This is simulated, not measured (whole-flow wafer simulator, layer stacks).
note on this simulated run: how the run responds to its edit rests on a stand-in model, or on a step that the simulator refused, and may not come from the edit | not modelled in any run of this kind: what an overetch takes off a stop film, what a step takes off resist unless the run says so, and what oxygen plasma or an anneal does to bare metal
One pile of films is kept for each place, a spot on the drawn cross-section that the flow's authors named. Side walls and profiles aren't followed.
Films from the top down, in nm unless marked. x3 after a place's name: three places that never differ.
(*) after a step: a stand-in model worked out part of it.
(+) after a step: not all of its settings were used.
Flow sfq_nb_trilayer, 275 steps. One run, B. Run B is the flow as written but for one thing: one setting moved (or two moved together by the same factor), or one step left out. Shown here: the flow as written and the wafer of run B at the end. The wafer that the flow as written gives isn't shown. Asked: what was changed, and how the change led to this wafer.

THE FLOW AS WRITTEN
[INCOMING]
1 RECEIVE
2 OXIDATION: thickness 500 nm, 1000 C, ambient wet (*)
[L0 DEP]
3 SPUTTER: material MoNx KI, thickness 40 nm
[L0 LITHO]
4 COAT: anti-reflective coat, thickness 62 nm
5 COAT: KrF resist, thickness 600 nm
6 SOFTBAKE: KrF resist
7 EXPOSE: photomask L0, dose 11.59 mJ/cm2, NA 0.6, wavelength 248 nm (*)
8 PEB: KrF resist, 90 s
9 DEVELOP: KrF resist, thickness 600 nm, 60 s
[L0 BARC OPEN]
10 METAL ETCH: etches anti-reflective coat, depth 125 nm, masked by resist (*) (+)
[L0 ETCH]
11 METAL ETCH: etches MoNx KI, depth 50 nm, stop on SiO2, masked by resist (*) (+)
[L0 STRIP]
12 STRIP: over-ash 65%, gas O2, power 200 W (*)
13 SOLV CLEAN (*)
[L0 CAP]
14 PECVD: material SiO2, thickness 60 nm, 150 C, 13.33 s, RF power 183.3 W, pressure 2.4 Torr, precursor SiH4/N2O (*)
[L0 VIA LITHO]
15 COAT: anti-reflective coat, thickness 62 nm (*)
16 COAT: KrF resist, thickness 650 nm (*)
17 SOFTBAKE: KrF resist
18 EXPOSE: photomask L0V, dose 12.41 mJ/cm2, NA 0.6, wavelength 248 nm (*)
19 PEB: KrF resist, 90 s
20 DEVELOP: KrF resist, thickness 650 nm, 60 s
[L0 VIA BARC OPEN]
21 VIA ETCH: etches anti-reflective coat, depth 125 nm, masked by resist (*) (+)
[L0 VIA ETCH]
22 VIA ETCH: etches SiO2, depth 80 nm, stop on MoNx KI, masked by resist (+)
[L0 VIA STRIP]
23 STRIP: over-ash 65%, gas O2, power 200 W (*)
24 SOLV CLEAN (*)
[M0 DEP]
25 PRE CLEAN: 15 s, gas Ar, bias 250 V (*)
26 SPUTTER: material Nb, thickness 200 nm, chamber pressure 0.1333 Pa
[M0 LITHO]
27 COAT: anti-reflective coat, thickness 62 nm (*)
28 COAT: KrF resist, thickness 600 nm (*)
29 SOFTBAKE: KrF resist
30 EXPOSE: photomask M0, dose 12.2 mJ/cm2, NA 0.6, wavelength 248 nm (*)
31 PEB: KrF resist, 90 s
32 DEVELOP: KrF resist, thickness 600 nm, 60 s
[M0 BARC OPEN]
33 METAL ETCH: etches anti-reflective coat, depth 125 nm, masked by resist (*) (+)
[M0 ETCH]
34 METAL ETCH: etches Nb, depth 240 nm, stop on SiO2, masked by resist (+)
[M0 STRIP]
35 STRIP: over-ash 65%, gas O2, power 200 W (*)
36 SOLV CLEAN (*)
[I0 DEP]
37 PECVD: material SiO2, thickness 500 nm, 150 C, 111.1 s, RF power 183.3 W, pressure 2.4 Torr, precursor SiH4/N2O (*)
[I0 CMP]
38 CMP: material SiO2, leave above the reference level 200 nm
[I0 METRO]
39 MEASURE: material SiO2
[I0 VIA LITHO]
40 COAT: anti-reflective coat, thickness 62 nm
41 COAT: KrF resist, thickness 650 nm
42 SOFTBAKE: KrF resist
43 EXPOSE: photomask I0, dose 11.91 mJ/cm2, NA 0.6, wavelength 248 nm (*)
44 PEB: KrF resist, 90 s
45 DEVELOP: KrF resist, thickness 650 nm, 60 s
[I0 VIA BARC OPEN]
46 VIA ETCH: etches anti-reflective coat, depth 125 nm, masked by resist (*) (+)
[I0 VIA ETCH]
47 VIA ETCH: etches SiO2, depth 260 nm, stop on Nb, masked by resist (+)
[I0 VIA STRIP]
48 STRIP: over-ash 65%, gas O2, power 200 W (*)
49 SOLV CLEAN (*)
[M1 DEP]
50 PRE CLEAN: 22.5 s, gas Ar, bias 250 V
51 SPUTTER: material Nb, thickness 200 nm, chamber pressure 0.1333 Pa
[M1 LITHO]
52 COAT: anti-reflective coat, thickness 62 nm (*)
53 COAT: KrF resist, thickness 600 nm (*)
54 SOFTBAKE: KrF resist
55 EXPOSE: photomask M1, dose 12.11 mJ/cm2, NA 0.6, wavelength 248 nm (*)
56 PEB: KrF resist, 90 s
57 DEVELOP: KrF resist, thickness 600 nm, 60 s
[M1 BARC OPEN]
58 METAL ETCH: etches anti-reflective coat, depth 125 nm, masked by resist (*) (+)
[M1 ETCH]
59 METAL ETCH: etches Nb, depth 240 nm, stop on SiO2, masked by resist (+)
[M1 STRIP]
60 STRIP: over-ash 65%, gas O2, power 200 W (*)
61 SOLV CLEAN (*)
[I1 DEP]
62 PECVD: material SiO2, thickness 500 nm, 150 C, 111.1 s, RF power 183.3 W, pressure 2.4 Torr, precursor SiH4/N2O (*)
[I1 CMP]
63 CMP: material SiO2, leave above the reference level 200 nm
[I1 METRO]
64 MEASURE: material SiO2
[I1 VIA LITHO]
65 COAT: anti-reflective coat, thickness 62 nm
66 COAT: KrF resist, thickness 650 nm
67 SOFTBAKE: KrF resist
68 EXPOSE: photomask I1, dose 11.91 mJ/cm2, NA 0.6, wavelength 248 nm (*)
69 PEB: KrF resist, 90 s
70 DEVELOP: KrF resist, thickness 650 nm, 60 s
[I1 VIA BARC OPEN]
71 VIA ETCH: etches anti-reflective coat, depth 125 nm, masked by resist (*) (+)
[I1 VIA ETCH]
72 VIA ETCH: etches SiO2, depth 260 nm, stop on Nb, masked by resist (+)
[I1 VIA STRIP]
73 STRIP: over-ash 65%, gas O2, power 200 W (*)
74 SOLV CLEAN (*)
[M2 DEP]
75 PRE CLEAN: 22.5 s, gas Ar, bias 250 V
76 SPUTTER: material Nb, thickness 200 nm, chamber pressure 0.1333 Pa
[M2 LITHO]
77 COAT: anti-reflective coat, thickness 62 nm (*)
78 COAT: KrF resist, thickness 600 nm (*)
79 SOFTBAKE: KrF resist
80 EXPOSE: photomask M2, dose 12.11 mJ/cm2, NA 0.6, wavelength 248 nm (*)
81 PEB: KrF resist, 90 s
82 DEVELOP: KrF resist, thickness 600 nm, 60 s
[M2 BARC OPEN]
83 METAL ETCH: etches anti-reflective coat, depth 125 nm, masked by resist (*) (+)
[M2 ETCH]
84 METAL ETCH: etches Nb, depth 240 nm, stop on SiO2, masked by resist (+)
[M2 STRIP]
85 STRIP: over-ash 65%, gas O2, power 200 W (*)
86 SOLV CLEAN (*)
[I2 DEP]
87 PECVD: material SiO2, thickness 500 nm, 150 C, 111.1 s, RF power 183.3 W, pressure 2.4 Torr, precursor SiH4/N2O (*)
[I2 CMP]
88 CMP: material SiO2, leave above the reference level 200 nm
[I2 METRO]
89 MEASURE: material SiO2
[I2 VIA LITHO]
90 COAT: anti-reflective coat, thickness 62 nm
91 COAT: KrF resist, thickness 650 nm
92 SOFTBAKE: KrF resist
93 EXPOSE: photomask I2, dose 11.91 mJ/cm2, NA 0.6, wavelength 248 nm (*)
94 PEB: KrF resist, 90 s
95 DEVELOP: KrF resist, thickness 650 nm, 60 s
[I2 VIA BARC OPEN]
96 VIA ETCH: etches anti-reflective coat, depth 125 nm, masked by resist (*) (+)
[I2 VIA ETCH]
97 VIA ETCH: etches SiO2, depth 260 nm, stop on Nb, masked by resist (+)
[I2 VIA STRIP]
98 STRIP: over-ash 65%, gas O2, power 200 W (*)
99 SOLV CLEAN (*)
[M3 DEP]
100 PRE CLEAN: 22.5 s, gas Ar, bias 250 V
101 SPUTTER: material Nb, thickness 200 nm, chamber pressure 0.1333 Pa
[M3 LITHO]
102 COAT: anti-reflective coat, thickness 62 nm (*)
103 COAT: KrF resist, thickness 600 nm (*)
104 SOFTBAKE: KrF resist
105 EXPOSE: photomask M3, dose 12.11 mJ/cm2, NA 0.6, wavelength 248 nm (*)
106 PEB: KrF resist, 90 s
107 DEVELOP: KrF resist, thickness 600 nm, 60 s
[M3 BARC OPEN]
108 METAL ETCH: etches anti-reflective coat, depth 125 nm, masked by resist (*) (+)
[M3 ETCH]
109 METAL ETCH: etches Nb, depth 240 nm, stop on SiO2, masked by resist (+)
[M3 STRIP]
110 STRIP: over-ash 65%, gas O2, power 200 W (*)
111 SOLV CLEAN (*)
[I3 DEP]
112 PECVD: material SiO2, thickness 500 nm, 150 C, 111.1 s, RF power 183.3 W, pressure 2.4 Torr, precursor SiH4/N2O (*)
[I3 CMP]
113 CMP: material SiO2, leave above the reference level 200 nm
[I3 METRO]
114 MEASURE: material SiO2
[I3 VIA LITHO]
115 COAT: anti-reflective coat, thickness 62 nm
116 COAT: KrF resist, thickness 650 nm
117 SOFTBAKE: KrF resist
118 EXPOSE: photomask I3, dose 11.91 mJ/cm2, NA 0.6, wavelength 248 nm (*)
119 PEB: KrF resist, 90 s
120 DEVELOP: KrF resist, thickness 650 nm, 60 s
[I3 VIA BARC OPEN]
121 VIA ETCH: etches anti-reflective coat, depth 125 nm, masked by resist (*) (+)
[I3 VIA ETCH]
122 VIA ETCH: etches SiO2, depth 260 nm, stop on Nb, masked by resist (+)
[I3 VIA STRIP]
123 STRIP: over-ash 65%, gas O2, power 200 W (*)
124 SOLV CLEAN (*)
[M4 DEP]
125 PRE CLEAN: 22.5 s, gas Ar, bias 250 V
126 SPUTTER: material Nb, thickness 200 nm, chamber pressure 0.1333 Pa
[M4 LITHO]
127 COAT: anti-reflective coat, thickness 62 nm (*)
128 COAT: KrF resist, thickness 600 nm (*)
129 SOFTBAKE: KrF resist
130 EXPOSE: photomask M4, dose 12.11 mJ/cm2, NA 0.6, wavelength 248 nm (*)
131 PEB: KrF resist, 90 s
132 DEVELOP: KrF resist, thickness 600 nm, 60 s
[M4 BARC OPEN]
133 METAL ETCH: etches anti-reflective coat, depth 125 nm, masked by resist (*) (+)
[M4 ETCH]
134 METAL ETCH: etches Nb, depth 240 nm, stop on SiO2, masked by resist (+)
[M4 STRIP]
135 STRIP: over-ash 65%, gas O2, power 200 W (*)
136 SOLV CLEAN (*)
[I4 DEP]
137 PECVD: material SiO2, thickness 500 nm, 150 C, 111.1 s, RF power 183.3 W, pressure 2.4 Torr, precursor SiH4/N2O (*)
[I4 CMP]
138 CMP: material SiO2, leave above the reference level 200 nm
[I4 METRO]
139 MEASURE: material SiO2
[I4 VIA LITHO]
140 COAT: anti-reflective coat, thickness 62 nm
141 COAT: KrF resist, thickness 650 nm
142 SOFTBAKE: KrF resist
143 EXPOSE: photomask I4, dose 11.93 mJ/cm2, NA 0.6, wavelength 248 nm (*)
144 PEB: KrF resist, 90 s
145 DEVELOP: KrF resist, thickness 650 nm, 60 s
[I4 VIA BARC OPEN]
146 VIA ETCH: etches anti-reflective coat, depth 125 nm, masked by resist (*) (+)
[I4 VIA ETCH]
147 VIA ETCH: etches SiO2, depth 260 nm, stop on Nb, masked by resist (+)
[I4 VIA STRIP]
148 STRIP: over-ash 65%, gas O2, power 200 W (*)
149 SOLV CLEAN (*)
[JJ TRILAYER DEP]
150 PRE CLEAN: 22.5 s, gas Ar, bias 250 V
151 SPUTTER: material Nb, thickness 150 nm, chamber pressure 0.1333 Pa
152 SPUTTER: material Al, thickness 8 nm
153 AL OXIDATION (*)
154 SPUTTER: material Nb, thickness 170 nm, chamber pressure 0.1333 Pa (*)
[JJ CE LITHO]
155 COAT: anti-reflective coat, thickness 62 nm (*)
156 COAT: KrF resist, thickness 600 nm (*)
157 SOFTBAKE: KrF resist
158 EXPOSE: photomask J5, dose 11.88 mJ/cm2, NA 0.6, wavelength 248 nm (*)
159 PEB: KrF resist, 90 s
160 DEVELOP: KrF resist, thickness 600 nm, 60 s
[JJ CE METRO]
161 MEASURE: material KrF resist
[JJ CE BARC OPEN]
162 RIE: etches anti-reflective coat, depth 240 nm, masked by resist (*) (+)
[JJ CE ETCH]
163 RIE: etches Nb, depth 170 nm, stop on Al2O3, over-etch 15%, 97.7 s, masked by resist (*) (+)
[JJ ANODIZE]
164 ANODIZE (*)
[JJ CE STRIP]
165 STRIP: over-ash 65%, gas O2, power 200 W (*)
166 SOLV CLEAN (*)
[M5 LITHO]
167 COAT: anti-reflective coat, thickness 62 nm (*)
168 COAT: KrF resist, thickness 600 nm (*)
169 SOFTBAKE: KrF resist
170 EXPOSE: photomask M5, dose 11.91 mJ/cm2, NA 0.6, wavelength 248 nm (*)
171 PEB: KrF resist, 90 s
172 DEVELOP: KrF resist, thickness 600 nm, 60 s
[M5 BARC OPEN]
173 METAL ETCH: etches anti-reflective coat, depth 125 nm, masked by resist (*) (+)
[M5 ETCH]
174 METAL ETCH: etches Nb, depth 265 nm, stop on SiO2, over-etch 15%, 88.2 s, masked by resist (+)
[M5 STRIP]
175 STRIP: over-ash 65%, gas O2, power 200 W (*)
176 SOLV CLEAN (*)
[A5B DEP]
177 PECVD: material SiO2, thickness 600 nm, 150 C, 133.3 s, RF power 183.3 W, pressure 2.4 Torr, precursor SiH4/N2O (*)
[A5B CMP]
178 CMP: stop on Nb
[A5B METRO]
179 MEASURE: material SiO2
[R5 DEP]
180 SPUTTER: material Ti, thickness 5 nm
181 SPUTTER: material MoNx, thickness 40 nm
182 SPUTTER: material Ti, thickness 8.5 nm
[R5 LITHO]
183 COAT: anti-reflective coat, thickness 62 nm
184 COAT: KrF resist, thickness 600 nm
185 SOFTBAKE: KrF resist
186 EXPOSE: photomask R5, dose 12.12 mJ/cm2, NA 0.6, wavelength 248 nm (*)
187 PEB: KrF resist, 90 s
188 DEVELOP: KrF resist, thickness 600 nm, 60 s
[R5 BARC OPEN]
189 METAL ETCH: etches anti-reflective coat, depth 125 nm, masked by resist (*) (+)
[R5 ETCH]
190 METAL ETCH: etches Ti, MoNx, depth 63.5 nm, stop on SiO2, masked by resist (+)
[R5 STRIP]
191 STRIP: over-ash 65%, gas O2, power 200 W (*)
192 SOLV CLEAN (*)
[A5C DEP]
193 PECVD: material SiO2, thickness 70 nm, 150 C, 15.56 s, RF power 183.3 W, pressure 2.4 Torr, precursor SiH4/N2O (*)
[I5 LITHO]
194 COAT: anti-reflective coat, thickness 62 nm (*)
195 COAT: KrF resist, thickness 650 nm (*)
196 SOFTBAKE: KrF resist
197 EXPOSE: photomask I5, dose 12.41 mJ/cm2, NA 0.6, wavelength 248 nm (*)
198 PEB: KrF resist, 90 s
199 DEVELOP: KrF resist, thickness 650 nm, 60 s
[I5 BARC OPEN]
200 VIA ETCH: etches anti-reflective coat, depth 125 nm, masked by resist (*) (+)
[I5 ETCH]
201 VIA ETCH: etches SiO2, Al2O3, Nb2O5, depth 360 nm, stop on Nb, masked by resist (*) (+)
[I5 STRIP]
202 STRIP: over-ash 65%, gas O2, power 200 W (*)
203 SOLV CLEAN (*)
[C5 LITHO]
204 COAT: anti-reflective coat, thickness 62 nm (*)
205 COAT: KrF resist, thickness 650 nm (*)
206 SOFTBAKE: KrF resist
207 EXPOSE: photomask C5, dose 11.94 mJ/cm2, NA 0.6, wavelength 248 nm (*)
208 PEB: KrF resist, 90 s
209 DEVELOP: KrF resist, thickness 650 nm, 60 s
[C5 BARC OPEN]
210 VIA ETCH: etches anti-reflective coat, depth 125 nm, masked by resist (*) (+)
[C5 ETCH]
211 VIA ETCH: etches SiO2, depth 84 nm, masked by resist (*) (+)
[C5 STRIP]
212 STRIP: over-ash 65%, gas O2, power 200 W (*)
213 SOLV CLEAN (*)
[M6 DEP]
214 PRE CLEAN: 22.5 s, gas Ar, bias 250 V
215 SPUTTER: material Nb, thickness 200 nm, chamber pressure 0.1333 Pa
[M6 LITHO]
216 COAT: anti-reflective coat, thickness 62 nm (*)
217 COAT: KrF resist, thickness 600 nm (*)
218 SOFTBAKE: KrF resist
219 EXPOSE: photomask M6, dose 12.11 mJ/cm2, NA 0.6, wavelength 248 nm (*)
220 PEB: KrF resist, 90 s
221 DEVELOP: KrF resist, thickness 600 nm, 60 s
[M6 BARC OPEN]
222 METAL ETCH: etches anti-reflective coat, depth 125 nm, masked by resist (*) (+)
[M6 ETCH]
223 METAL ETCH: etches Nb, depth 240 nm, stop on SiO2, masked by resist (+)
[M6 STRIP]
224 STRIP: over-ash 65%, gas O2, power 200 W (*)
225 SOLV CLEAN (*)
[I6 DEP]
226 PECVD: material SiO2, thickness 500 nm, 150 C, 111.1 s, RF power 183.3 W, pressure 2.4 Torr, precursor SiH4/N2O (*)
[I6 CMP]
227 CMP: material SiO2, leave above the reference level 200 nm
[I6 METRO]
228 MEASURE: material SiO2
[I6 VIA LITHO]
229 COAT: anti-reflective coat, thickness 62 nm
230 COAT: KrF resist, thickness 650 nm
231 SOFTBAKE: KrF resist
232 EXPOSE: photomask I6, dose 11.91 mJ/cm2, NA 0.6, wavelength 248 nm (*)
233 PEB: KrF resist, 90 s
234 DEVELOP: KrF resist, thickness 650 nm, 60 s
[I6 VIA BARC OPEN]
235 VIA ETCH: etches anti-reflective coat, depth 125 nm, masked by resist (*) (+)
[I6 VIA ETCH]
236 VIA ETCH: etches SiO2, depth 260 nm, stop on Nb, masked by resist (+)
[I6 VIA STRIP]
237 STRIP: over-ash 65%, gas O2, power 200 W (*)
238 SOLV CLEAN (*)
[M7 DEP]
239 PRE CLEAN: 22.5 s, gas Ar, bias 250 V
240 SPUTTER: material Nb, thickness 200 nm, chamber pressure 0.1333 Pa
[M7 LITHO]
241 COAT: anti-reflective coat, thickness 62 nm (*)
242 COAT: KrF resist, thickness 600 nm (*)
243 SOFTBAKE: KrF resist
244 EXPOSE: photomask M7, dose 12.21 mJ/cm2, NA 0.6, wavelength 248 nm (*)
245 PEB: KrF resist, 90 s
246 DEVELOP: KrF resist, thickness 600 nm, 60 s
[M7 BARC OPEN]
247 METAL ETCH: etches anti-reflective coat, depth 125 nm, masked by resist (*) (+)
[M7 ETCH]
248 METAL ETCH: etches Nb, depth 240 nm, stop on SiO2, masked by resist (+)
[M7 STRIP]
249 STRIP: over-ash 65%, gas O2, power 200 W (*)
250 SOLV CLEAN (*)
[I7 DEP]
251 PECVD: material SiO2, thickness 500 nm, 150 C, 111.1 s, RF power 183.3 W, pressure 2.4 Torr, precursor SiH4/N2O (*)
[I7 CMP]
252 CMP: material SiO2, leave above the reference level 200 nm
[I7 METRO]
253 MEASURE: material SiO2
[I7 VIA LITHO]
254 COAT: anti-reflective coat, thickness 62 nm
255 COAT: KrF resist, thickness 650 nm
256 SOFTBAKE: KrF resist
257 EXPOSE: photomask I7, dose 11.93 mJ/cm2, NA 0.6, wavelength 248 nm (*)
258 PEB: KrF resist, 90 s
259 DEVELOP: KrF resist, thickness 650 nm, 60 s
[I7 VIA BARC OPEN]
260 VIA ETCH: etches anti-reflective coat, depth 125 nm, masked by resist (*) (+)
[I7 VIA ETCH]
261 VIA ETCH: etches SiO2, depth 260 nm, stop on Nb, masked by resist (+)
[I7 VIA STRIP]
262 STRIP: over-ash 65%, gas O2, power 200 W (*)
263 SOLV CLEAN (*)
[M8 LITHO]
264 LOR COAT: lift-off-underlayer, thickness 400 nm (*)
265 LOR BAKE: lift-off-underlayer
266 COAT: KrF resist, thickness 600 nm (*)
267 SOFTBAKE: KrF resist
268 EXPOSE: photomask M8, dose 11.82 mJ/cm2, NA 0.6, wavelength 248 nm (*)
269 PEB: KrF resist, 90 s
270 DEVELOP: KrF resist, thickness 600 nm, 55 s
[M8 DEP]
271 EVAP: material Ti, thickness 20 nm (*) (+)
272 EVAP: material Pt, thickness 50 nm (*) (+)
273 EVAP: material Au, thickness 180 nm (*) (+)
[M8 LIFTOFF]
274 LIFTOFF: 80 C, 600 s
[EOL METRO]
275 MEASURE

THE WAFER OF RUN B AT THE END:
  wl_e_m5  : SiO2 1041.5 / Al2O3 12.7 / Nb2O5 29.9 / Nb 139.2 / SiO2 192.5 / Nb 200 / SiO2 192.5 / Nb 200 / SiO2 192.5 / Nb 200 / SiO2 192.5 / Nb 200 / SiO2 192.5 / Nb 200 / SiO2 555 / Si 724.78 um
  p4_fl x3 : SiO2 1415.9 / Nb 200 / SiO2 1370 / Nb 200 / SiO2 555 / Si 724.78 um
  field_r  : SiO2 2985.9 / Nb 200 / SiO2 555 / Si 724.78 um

The cause: step 215, SPUTTER: thickness 240 nm was run, where the flow has thickness 200 nm.

How the change led to this, step by step:
  215 SPUTTER: material Nb, thickness 200 nm, chamber pressure 0.1333 Pa
      field_l, v_sur, via_wl and 100 more: Nb +240 (new film) (as written it would be: Nb +200 (new film))
      be: Nb +176.3 (as written it would be: Nb +147.3)
      (and at 2 more places)
  216 COAT: anti-reflective coat, thickness 62 nm (*)
      be: anti-reflective coat +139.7 (new film) (as written it would be: anti-reflective coat +136.7 (new film))
  223 METAL ETCH: etches Nb, depth 240 nm, stop on SiO2, masked by resist (+)
      field_l, gap, moat and 76 more: Nb -240 (all of it) (as written it would be: Nb -200 (all of it))
  224 STRIP: over-ash 65%, gas O2, power 200 W (*)
      be: KrF resist -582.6 (all of it), anti-reflective coat -139.7 (all of it) (as written it would be: KrF resist -575.8 (all of it), anti-reflective coat -136.7 (all of it))
  226 PECVD: material SiO2, thickness 500 nm, 150 C, 111.1 s, RF power 183.3 W, pressure 2.4 Torr, precursor SiH4/N2O (*)
      gap, wl_a_sl, m6r_space_l x2: SiO2 +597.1 (as written it would be: SiO2 +557.1)
      be: SiO2 +708.3 (new film) (as written it would be: SiO2 +693.5 (new film))
  227 CMP: material SiO2, leave above the reference level 200 nm
      field_l, p4_fl x3, p4_w1 x9 and 49 more: SiO2 -60 (as written it would be: SiO2 -100)
      moat, field_r, lsp_l, ln_m5, lsp_m: SiO2 -52.3 (as written it would be: SiO2 -93.6)
      (and at 9 more places)
